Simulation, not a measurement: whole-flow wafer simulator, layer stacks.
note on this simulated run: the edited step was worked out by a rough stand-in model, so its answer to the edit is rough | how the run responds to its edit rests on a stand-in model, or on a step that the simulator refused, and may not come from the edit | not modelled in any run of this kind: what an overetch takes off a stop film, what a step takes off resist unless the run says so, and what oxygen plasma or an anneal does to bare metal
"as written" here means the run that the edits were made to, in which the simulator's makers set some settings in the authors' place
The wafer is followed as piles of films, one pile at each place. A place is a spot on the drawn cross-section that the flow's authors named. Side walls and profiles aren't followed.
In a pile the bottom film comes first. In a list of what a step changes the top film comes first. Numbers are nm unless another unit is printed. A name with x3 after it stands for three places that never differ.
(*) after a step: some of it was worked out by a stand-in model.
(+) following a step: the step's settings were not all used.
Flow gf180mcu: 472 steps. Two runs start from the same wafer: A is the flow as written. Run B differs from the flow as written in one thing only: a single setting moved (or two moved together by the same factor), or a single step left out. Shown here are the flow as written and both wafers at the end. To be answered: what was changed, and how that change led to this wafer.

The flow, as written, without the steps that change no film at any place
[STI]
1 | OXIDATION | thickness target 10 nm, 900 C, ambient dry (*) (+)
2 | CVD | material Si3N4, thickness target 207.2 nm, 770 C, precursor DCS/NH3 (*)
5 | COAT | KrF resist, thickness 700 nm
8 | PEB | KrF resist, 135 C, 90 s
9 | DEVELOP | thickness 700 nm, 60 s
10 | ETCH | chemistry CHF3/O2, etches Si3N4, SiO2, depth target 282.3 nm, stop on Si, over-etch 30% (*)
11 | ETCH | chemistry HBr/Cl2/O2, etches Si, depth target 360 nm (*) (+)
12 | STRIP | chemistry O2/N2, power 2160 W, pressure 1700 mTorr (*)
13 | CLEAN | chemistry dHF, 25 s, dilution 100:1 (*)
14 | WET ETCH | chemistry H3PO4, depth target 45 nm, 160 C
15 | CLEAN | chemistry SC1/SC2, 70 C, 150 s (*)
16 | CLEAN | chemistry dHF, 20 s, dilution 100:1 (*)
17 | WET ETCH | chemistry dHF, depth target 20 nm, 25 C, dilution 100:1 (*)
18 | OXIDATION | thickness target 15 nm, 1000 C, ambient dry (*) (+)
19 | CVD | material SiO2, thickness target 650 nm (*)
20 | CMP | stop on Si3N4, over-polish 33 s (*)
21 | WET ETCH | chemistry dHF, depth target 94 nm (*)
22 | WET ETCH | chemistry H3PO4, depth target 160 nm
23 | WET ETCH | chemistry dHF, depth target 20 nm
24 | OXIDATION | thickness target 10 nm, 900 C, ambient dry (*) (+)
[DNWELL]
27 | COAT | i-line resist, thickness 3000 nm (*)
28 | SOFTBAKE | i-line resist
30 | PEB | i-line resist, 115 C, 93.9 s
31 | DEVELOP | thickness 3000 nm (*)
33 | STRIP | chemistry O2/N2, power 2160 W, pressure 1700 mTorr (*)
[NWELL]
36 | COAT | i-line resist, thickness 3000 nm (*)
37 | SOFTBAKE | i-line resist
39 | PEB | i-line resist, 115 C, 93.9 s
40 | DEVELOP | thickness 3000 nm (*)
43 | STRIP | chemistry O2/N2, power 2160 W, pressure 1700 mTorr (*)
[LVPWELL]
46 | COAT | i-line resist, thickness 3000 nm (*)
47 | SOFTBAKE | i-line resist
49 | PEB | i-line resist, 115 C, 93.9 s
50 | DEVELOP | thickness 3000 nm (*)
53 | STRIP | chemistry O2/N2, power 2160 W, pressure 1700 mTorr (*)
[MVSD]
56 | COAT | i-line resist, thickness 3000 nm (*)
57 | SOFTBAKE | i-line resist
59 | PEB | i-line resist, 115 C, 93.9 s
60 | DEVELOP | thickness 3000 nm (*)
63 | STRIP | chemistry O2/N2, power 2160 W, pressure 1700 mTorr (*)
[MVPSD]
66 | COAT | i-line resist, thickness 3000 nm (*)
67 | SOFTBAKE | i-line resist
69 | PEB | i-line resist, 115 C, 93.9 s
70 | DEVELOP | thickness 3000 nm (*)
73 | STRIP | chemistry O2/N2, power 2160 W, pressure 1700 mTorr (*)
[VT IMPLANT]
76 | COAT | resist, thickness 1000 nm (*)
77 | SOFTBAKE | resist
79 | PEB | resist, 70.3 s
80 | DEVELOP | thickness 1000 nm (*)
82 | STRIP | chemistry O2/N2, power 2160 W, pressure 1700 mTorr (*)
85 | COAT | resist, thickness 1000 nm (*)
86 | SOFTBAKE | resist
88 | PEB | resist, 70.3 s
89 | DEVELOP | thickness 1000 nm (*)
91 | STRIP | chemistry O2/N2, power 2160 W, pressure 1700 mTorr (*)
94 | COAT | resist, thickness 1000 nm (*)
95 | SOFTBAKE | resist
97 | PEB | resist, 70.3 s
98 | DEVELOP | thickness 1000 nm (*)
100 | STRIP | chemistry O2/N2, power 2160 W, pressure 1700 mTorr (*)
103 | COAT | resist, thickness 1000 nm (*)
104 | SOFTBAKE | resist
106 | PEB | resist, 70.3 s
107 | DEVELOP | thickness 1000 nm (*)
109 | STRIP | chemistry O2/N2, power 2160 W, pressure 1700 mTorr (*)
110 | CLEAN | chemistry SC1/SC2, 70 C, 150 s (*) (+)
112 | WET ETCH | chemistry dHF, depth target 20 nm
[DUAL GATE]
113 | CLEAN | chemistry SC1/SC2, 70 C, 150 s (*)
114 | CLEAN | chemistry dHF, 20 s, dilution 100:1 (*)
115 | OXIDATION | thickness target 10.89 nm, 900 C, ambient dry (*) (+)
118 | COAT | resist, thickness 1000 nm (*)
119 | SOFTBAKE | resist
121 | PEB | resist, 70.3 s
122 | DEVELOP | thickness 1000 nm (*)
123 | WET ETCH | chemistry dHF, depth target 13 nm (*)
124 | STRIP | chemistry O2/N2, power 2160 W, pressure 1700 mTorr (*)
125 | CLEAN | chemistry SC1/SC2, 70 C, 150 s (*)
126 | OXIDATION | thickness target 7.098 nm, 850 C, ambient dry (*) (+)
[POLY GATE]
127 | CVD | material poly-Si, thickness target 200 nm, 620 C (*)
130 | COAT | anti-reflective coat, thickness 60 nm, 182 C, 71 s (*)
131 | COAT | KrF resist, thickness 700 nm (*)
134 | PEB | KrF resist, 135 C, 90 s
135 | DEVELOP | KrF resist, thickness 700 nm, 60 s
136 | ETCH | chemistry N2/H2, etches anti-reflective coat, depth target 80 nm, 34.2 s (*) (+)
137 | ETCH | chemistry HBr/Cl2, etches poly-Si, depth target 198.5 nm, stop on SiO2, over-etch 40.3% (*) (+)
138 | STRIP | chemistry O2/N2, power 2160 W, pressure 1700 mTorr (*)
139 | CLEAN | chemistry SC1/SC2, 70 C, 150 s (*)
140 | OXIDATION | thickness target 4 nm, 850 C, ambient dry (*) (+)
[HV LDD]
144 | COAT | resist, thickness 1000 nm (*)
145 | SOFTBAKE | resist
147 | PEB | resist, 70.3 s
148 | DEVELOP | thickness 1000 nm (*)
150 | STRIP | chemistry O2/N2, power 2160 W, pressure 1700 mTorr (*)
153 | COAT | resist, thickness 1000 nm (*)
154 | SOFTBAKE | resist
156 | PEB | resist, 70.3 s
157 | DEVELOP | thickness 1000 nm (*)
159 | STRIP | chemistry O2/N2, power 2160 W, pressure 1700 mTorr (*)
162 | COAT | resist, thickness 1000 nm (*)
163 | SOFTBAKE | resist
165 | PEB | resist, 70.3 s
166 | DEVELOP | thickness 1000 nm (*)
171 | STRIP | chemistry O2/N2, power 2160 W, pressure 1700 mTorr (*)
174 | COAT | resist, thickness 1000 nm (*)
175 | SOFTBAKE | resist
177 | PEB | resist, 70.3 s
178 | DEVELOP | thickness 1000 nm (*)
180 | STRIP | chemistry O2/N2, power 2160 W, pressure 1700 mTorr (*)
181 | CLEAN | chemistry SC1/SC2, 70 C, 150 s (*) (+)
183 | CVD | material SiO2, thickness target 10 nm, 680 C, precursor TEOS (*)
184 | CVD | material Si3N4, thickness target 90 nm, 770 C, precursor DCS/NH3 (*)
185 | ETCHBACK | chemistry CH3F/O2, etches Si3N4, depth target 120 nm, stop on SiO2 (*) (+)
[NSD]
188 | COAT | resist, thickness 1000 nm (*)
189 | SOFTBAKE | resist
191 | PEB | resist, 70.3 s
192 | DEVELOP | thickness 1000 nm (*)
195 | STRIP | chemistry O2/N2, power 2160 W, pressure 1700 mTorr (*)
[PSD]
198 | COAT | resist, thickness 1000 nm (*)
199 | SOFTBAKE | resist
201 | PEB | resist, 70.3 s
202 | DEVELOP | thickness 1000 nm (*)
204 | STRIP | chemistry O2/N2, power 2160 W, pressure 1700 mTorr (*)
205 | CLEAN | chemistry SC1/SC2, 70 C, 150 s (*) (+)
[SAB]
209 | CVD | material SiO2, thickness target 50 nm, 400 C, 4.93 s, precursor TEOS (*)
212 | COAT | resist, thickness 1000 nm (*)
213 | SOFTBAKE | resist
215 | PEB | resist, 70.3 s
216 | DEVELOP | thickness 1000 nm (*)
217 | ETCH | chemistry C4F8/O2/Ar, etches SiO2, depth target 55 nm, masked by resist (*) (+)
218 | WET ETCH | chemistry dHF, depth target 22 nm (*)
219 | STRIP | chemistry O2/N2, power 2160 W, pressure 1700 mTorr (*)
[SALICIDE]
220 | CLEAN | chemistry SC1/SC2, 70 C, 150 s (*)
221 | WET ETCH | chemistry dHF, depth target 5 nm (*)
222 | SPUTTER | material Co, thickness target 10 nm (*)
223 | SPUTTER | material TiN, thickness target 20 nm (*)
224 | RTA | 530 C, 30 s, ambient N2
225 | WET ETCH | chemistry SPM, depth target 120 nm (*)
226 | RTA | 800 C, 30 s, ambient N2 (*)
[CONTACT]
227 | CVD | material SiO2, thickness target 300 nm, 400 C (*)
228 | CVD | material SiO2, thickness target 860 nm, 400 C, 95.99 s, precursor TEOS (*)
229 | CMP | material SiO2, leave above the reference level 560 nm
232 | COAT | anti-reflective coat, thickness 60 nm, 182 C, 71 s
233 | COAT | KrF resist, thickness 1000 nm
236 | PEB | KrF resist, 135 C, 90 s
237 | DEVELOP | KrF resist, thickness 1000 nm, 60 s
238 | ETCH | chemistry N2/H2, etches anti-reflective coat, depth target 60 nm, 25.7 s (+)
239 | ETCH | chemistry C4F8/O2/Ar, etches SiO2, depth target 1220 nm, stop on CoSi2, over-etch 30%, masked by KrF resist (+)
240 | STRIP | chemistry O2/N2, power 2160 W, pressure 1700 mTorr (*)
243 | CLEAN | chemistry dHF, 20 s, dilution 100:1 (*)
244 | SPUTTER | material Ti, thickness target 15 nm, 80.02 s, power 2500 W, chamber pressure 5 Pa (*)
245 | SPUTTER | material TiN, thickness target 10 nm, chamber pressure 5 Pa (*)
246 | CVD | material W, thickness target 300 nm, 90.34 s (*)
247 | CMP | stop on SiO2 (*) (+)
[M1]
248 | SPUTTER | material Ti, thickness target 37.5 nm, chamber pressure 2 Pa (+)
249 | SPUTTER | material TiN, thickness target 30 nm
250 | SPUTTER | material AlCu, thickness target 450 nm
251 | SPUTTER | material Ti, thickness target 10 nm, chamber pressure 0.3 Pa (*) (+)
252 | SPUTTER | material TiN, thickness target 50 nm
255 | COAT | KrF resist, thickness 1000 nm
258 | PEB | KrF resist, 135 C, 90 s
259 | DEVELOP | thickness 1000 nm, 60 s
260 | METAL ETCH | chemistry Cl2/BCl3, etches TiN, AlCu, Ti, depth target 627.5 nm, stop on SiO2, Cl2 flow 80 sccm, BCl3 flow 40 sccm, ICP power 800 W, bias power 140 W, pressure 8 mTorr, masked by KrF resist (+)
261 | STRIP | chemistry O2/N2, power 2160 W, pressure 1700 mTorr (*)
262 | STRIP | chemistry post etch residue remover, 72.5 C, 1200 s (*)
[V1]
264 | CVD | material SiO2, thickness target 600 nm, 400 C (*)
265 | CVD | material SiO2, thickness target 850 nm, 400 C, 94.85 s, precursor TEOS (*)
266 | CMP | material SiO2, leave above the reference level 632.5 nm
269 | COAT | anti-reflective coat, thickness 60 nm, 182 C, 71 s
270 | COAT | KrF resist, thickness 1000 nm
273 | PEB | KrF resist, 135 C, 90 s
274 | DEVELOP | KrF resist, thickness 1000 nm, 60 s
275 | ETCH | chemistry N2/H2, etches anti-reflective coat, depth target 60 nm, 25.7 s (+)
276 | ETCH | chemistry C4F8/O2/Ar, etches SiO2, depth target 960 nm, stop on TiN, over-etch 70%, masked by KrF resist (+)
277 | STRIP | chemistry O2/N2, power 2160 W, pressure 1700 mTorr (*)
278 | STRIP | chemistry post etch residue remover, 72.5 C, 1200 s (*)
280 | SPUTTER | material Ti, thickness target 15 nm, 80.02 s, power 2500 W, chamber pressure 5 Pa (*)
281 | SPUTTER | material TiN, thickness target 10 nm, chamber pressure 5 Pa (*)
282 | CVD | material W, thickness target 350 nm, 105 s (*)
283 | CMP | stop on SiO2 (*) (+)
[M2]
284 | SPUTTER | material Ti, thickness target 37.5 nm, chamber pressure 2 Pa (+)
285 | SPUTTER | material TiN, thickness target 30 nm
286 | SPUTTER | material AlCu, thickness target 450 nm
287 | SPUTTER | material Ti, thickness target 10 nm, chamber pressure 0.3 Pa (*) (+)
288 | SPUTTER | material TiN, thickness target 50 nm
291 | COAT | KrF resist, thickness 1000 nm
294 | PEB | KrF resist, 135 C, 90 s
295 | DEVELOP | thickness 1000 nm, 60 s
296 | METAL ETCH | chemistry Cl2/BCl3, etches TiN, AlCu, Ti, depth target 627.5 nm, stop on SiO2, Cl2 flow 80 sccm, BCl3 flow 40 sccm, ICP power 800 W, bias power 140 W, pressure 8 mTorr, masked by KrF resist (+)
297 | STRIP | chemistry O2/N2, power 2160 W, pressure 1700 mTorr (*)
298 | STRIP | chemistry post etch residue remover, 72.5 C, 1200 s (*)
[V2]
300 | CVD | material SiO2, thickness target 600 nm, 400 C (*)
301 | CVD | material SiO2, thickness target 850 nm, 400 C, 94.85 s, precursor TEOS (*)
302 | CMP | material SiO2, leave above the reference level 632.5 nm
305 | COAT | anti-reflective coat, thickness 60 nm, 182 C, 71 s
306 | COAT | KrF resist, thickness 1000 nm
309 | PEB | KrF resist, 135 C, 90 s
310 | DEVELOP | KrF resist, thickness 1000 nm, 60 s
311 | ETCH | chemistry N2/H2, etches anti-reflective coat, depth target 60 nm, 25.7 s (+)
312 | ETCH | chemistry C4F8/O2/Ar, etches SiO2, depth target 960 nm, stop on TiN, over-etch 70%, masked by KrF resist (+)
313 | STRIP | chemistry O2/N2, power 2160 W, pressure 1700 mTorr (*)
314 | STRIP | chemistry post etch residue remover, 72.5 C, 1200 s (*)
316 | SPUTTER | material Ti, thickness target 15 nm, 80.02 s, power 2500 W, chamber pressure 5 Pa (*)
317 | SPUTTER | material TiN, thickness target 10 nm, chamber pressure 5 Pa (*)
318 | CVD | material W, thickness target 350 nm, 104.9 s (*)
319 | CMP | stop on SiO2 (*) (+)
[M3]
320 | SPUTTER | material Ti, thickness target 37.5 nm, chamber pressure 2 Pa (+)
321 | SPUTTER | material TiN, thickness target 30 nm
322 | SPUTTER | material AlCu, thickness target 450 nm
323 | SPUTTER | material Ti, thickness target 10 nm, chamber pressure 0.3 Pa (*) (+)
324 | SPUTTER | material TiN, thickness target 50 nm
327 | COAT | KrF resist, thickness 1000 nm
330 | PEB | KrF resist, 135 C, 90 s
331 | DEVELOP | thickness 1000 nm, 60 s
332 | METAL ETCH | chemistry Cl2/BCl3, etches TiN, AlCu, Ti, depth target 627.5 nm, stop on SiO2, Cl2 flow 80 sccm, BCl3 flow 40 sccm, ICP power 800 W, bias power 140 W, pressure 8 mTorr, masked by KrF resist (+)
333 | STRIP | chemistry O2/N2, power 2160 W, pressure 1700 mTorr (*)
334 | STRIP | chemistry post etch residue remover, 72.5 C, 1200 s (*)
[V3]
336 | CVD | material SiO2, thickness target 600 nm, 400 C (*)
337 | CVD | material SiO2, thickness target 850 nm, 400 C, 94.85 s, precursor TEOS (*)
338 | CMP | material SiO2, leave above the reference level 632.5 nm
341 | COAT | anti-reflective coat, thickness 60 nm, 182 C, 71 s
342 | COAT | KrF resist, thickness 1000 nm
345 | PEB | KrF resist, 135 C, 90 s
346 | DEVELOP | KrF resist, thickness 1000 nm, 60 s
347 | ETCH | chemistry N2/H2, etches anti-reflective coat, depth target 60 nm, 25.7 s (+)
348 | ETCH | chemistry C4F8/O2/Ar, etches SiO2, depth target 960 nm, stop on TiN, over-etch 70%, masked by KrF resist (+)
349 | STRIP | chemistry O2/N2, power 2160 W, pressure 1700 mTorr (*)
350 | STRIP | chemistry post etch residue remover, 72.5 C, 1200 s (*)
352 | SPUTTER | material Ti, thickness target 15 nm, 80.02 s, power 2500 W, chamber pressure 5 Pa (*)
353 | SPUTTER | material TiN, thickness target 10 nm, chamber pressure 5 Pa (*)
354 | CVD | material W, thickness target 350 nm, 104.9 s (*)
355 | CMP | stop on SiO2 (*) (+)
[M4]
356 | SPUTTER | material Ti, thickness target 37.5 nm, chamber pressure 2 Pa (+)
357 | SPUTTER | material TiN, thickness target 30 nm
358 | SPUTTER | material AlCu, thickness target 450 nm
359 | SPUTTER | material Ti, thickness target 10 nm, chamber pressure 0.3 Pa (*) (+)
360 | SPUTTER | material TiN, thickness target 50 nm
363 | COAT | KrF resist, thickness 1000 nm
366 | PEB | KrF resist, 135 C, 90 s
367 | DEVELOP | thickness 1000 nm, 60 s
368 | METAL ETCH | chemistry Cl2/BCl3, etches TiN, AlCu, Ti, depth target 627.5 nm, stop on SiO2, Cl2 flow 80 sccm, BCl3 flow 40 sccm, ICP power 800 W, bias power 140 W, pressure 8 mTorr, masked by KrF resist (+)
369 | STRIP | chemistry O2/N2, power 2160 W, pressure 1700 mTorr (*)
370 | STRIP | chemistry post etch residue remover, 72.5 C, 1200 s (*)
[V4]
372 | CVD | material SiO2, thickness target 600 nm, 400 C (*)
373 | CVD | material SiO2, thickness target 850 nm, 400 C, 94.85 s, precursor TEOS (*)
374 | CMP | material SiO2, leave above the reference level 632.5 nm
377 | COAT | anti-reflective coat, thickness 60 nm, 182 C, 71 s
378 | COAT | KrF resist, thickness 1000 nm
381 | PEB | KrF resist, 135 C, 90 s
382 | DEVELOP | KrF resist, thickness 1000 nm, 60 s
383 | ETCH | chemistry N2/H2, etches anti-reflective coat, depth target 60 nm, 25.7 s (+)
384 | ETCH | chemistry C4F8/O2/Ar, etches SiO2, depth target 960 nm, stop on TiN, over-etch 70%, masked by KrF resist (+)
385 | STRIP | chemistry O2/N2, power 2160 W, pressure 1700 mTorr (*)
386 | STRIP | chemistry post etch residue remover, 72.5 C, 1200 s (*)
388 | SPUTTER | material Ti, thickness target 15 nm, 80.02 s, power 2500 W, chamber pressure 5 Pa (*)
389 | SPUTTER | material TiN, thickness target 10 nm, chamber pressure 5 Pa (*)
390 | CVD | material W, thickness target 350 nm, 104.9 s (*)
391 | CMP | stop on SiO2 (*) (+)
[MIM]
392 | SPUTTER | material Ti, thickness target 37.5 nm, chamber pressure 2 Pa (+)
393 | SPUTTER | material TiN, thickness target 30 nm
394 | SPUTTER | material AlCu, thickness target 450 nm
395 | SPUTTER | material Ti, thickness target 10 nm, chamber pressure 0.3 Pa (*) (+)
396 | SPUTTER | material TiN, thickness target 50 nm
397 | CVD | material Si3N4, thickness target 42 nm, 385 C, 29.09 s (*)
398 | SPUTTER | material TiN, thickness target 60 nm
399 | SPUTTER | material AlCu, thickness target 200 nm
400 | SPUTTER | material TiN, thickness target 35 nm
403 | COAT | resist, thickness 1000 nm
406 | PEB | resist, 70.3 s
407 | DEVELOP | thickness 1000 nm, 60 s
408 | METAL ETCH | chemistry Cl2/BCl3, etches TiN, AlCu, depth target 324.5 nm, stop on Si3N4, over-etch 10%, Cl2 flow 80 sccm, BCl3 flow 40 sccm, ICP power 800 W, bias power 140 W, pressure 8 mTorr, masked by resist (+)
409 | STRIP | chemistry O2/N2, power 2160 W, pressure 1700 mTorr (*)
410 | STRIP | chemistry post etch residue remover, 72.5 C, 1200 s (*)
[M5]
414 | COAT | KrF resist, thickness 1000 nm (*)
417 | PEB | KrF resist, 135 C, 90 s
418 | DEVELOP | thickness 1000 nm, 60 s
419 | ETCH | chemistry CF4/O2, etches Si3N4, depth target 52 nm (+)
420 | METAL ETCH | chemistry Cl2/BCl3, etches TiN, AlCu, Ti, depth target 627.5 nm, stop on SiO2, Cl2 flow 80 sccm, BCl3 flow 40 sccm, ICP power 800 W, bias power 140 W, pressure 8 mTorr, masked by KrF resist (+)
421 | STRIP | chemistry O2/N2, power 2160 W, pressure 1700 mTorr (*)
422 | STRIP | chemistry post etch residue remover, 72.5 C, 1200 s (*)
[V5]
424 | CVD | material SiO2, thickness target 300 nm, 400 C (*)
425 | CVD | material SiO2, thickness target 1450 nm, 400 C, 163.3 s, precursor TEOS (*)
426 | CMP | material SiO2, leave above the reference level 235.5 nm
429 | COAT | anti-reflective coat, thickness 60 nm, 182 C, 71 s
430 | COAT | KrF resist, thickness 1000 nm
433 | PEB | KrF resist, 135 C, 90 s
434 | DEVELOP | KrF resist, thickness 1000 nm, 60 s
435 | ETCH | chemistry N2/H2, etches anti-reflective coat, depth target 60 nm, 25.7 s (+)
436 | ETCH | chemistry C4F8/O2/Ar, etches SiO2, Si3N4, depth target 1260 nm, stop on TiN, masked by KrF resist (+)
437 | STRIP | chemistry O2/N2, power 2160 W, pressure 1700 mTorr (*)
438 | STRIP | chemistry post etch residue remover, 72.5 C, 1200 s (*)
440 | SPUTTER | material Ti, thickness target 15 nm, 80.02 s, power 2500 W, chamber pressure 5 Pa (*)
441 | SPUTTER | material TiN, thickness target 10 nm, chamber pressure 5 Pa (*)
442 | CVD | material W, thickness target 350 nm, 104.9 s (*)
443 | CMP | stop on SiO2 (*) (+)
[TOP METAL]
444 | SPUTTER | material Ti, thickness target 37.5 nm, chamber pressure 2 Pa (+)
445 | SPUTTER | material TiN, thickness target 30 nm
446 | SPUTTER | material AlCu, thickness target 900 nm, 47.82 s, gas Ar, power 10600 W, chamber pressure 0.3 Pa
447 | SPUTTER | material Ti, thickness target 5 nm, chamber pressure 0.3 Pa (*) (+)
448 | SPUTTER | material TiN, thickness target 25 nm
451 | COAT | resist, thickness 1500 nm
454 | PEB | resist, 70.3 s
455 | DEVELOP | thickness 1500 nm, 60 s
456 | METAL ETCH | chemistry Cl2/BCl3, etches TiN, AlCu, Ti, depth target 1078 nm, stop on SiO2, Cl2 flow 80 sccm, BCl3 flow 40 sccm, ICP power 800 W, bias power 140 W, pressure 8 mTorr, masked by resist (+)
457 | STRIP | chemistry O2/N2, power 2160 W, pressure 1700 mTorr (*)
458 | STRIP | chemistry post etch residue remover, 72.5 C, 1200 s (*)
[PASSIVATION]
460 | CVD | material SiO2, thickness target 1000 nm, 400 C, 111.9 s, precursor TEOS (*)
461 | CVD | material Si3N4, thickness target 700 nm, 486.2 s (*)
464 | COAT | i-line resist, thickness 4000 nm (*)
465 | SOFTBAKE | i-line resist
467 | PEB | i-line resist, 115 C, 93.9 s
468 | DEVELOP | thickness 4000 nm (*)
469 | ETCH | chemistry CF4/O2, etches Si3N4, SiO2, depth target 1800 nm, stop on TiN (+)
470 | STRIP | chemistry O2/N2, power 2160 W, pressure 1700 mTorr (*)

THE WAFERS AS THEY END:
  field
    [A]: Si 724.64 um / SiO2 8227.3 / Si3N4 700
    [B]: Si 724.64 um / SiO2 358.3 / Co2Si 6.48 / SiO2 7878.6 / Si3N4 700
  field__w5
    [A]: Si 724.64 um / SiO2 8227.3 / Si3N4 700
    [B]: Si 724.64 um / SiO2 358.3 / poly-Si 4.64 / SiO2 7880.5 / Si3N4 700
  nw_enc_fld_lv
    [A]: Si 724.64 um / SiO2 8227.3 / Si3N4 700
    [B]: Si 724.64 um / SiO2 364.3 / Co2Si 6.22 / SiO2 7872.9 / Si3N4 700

The reason: step 137, ETCH: depth target 137 nm was run, whereas the flow has depth target 198.5 nm.

Step by step, how the change led to this:
  137 | ETCH | chemistry HBr/Cl2, etches poly-Si, depth target 198.5 nm, stop on SiO2, over-etch 40.3% (*) (+)
      field__w3, field__w12, field_sub and 14 more: A poly-Si loses 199 (all of it), SiO2 loses 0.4 | B poly-Si loses 192.2
      field__w6, sti, m1 and 11 more: A poly-Si loses 198.8 (all of it), SiO2 loses 0.4 | B poly-Si loses 192.2
      (and at 61 other places as well)
  138 | STRIP | chemistry O2/N2, power 2160 W, pressure 1700 mTorr (*)
      field, field__w1, field__w2 and 61 more: A nothing | B chemical SiO2 gains 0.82 (new film), poly-Si loses 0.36
      gate: A chemical SiO2 gains 0.68 (new film), KrF resist loses 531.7 (all of it), anti-reflective coat loses 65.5 (all of it), poly-Si loses 0.3 | B chemical SiO2 gains 0.68 (new film), KrF resist loses 560.4 (all of it), anti-reflective coat loses 65.5 (all of it), poly-Si loses 0.3
      (and at 27 other places as well)
  139 | CLEAN | chemistry SC1/SC2, 70 C, 150 s (*)
      field, field__w1, field__w2 and 34 more: A SiO2 loses 0.68 | B chemical SiO2 loses 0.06, poly-Si loses 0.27
  140 | OXIDATION | thickness target 4 nm, 850 C, ambient dry (*) (+)
      field, field__w1, field__w2 and 21 more: A SiO2 gains 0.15, Si loses 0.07 | B SiO2 gains 4 (new film), chemical SiO2 loses 0.76 (all of it), poly-Si loses 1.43
      active_hv, active_nat, ld_sd_n and 11 more: A SiO2 gains 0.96, Si loses 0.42 | B SiO2 gains 4 (new film), chemical SiO2 loses 0.76 (all of it), poly-Si loses 1.43
      (and at 26 other places as well)
  145 | SOFTBAKE | resist
      nw_enc_fld_lv__w3: A resist gains 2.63 | B resist loses 0.71
      field_sub: A resist gains 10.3 | B resist gains 9.77
      (and at 5 other places as well)
  154 | SOFTBAKE | resist
      nw_enc_fld_lv__w3: A resist gains 2.63 | B resist loses 0.71
      field_sub: A resist gains 10.3 | B resist gains 9.77
      (and at 5 other places as well)
  163 | SOFTBAKE | resist
      nw_enc_fld_lv__w3: A resist gains 2.63 | B resist loses 0.71
      field_sub: A resist gains 10.3 | B resist gains 9.77
      (and at 5 other places as well)
  175 | SOFTBAKE | resist
      nw_enc_fld_lv__w3: A resist gains 2.63 | B resist loses 0.71
      field_sub: A resist gains 10.3 | B resist gains 9.77
      (and at 5 other places as well)
  189 | SOFTBAKE | resist
      active_hv: A resist gains 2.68 | B resist loses 0.49
      field_sub: A resist gains 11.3 | B resist gains 10.7
      (and at 3 other places as well)
  199 | SOFTBAKE | resist
      active_hv: A resist gains 2.68 | B resist loses 0.49
      field_sub: A resist gains 11.3 | B resist gains 10.7
      (and at 3 other places as well)
  213 | SOFTBAKE | resist
      field_sub: A resist gains 11.7 | B resist gains 11
      ld_acc_n: A resist loses 11.4 | B resist loses 10.8
      (and at 5 other places as well)
  218 | WET ETCH | chemistry dHF, depth target 22 nm (*)
      field__w7, field__w8, field__w11 and 14 more: A SiO2 loses 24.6 | B SiO2 loses 5.48 (all of it)
      field, field__w10, sti and 13 more: A SiO2 loses 24.5 | B SiO2 loses 5.48 (all of it)
      (and at 40 other places as well)
  219 | STRIP | chemistry O2/N2, power 2160 W, pressure 1700 mTorr (*)
      field, field__w1, field__w2 and 47 more: A nothing | B chemical SiO2 gains 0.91 (new film), poly-Si loses 0.4
  220 | CLEAN | chemistry SC1/SC2, 70 C, 150 s (*)
      field, field__w1, field__w2 and 47 more: A SiO2 loses 0.68 | B chemical SiO2 loses 0.16, poly-Si loses 0.23
  221 | WET ETCH | chemistry dHF, depth target 5 nm (*)
      field, field__w1, field__w2 and 23 more: A SiO2 loses 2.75 | B chemical SiO2 loses 0.76 (all of it)
      field__w6, field__w11, field__w12 and 17 more: A SiO2 loses 2.76 | B chemical SiO2 loses 0.76 (all of it)
      (and at 4 other places as well)
  223 | SPUTTER | material TiN, thickness target 20 nm (*)
      field__w2: A TiN gains 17 (new film) | B TiN gains 17.7 (new film)
      field__w3: A TiN gains 15.7 (new film) | B TiN gains 16.5 (new film)
      (and at 5 other places as well)
  ... another 6 steps ...
  239 | ETCH | chemistry C4F8/O2/Ar, etches SiO2, depth target 1220 nm, stop on CoSi2, over-etch 30%, masked by KrF resist (+)
      polyc_n, polyc_p: A SiO2 loses 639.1 (all of it) | B SiO2 loses 655.3 (all of it)
